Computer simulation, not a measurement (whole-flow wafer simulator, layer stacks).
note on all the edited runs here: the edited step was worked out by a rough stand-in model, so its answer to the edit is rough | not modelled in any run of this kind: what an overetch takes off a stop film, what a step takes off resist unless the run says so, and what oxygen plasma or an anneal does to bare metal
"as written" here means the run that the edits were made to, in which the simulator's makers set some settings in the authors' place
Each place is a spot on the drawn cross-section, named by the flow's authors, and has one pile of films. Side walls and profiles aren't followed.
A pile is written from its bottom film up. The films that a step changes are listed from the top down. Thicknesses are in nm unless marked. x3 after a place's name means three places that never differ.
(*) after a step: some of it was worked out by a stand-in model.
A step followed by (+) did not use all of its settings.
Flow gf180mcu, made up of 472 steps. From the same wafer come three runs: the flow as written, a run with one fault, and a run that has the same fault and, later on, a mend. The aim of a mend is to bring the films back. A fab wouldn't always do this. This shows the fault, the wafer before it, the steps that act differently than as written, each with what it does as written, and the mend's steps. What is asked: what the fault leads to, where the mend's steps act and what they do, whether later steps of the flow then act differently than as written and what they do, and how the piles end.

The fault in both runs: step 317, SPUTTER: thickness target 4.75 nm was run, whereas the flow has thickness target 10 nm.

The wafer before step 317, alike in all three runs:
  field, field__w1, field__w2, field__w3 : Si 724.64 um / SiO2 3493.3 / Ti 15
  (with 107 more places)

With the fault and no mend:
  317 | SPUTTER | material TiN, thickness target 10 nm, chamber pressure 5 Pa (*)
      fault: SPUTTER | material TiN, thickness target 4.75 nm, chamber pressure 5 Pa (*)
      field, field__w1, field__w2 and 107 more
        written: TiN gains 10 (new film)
        fault: TiN gains 4.75 (new film)
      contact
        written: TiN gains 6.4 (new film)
        fault: TiN gains 3.05 (new film)
  Later steps of the flow acting differently than as written (not shown: 1 more step that differs only slightly, by at most 2% or 0.5 nm, whichever is larger):
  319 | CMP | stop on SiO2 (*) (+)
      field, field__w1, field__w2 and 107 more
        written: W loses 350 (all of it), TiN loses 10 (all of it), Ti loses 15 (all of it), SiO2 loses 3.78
        fault: W loses 350 (all of it), TiN loses 4.75 (all of it), Ti loses 15 (all of it), SiO2 loses 3.73
  At contact, the piles at the end differ from the flow's by more than 2% or 0.5 nm, whichever is larger.
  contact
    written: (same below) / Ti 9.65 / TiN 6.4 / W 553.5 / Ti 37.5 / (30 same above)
    fault: (same below) / Ti 9.65 / TiN 3.05 / W 556.9 / Ti 37.5 / (30 same above)

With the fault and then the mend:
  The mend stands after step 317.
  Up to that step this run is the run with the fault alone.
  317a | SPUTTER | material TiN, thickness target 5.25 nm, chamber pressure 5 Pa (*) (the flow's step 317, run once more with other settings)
      field, field__w1, field__w2 and 107 more
        TiN gains 5.25
      contact
        TiN gains 3.36
  Later steps of the flow that are run all act as written at every place that is followed.
  At every place that both follow, the piles at the end match the flow's.
